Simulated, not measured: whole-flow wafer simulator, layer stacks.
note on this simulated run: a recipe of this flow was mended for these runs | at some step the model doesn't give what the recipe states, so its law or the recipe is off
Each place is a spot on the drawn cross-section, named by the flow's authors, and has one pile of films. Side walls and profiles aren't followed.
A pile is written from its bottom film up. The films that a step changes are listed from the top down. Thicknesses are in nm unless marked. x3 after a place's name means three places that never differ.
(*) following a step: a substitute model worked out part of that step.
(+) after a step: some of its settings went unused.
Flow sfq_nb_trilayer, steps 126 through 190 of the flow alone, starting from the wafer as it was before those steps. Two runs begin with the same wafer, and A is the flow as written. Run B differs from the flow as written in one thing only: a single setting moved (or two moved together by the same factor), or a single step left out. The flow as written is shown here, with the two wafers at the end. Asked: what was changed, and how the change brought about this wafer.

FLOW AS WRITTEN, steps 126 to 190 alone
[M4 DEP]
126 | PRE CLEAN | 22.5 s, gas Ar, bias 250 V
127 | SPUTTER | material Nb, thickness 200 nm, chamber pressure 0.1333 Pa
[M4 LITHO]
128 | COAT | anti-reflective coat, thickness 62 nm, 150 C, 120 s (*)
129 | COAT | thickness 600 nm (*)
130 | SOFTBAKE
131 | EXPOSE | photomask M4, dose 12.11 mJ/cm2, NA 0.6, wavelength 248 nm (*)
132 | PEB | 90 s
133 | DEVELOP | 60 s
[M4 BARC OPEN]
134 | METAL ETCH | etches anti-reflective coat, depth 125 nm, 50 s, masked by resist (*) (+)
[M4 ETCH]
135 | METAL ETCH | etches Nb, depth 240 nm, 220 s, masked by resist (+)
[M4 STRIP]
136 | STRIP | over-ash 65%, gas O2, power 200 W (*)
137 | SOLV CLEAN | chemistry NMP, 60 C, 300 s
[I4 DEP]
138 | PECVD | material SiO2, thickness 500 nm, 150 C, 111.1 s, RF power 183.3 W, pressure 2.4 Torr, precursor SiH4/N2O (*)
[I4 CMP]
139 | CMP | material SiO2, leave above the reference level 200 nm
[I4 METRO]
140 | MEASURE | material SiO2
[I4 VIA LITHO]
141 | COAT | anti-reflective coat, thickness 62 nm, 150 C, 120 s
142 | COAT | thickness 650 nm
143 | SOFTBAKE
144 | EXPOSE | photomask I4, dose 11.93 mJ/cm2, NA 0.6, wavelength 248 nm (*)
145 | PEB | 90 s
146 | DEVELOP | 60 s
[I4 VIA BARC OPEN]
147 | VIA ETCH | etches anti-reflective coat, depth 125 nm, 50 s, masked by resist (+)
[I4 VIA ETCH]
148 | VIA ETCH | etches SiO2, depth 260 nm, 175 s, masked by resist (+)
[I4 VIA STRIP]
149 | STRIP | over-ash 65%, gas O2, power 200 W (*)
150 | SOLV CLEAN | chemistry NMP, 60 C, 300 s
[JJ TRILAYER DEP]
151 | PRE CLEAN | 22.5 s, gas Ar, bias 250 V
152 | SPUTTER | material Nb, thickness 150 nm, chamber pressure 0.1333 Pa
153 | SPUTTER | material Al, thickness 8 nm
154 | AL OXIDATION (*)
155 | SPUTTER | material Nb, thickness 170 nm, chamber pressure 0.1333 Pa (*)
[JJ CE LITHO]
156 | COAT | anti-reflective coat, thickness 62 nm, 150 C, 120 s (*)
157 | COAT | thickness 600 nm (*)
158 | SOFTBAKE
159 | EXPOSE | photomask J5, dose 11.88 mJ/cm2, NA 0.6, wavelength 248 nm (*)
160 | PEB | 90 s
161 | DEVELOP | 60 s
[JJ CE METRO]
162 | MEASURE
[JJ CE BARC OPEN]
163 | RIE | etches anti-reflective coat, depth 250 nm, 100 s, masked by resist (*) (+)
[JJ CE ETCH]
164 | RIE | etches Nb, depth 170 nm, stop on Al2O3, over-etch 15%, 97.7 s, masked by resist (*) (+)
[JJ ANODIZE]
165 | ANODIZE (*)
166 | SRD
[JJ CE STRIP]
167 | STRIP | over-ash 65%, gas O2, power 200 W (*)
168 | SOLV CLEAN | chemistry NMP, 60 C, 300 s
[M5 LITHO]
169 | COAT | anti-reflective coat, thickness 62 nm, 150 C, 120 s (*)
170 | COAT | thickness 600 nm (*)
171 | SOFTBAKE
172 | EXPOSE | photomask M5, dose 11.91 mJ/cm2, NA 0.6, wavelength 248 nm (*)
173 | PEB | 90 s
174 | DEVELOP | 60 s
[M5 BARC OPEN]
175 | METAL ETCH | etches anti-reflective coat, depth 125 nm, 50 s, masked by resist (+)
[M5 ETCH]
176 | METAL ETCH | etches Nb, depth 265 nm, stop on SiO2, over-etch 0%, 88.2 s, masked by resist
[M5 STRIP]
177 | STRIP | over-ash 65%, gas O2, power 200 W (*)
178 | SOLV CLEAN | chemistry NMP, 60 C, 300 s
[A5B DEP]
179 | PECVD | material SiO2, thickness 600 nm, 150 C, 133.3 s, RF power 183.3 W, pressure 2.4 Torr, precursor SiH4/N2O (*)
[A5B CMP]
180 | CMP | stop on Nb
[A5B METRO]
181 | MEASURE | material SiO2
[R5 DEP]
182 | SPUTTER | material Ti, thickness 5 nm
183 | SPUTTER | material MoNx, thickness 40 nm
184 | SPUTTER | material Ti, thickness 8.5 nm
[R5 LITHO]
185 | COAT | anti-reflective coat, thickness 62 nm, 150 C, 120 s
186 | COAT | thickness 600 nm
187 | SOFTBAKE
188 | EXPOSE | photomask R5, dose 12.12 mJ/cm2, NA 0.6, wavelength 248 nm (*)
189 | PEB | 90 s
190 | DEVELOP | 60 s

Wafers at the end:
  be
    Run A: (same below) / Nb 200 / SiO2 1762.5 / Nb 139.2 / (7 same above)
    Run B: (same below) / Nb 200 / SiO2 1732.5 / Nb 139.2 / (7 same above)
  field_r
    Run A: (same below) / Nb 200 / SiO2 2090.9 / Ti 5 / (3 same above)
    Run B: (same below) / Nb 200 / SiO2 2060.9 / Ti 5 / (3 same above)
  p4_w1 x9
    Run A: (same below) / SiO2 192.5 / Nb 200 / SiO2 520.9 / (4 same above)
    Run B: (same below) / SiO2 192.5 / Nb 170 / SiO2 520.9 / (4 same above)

What caused this: step 127, SPUTTER: thickness 170 nm was run, whereas the flow has thickness 200 nm.
The wafer itself shows it: p4_w1 x9 has Nb 170, and step 127 as written asks for 200 nm.

The path from the change to this, step by step:
  127 | SPUTTER | material Nb, thickness 200 nm, chamber pressure 0.1333 Pa
      field_l, v_sur, via_wl and 102 more: A Nb gains 200 (new film) | B Nb gains 170 (new film)
      via_v: A Nb gains 164.5 | B Nb gains 139.6
  135 | METAL ETCH | etches Nb, depth 240 nm, 220 s, masked by resist (+)
      field_l, be, be_sur and 64 more: A Nb loses 200 (all of it), SiO2 loses 4 | B Nb loses 170 (all of it), SiO2 loses 7
  138 | PECVD | material SiO2, thickness 500 nm, 150 C, 111.1 s, RF power 183.3 W, pressure 2.4 Torr, precursor SiH4/N2O (*)
      p3_s0 x6: A SiO2 gains 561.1 | B SiO2 gains 534.1
  139 | CMP | material SiO2, leave above the reference level 200 nm
      field_l, be, be_sur and 55 more: A SiO2 loses 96 | B SiO2 loses 123
      lsp_r, l0_sur, l0v: A SiO2 loses 87.7 | B SiO2 loses 115.8
